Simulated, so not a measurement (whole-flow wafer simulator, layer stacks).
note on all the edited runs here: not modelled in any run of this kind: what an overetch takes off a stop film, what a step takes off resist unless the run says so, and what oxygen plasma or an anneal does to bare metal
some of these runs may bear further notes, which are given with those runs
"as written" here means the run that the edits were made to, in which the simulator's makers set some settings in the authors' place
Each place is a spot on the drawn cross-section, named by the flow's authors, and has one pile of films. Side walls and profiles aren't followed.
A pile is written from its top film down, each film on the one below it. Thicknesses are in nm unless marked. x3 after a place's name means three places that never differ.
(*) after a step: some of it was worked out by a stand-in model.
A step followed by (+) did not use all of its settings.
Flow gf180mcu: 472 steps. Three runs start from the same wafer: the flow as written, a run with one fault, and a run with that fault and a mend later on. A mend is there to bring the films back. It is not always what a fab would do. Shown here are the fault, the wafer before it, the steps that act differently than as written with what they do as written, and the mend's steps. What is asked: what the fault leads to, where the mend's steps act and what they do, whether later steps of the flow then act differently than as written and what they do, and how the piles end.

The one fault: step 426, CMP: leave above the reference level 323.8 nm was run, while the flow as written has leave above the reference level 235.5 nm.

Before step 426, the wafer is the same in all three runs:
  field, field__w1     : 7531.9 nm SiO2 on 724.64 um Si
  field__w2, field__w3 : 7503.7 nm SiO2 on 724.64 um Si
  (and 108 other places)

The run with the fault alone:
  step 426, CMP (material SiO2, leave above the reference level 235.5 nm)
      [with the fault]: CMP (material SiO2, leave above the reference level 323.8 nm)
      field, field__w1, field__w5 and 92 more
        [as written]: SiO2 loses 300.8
        [with the fault]: SiO2 loses 212.5
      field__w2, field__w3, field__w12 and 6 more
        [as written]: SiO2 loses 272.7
        [with the fault]: SiO2 loses 184.4
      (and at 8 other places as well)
  Steps further on in the flow that do not act as written (not shown: 2 more steps that differ only slightly, by at most 2% or 0.5 nm, whichever is larger):
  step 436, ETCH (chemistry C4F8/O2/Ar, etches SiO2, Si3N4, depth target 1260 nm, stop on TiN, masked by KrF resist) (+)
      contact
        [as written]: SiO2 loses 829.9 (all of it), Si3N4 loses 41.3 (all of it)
        [with the fault]: SiO2 loses 918.2 (all of it), Si3N4 loses 41.3 (all of it)
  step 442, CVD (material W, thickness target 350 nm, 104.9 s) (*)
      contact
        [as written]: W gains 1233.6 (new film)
        [with the fault]: W gains 1322.5 (new film)
  The piles end different from the flow's at field__w4, field__w8, contact, m1, m1__w1, mim, mim_1p0, m1_nw by more than 2% or 0.5 nm, whichever is larger.
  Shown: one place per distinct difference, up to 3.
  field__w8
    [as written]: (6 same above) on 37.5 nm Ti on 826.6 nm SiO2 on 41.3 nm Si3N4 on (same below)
    [with the fault]: (6 same above) on 37.5 nm Ti on 914.9 nm SiO2 on 41.3 nm Si3N4 on (same below)
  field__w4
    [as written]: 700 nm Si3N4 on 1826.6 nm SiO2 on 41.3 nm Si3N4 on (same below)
    [with the fault]: 700 nm Si3N4 on 1914.9 nm SiO2 on 41.3 nm Si3N4 on (same below)
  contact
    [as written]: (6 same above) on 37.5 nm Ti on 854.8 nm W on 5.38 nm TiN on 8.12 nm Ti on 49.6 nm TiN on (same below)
    [with the fault]: (6 same above) on 37.5 nm Ti on 943.8 nm W on 5.11 nm TiN on 7.72 nm Ti on 49.6 nm TiN on (same below)

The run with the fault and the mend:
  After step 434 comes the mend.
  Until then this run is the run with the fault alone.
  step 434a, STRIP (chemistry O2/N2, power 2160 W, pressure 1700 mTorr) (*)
      field, field__w1, field__w2 and 108 more
        KrF resist loses 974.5 (all of it), anti-reflective coat loses 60 (all of it)
      contact
        anti-reflective coat loses 60 (all of it)
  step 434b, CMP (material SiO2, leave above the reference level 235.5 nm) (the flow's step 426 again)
      field, field__w1, field__w2 and 109 more
        SiO2 loses 88.3
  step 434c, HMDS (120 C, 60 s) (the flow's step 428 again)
      leaves every film unchanged at each place that is followed
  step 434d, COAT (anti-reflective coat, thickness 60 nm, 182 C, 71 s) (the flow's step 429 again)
      field, field__w1, field__w2 and 109 more
        anti-reflective coat gains 60 (new film)
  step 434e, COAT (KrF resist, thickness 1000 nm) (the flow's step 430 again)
      field, field__w1, field__w2 and 109 more
        KrF resist gains 1000 (new film)
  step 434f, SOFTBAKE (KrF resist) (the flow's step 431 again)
      leaves every film unchanged at each place that is followed
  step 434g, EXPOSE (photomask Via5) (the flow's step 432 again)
      leaves every film unchanged at each place that is followed
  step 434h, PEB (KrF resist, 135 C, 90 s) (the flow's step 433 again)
      field, field__w1, field__w2 and 109 more
        KrF resist loses 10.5
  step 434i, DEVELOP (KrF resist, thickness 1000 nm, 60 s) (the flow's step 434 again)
      field, field__w1, field__w2 and 108 more
        KrF resist loses 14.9
      contact
        KrF resist loses 989.5 (all of it)
  Every later step of the flow that is run acts as written at every place that is followed.
  At every place that both follow, the piles at the end match the flow's.
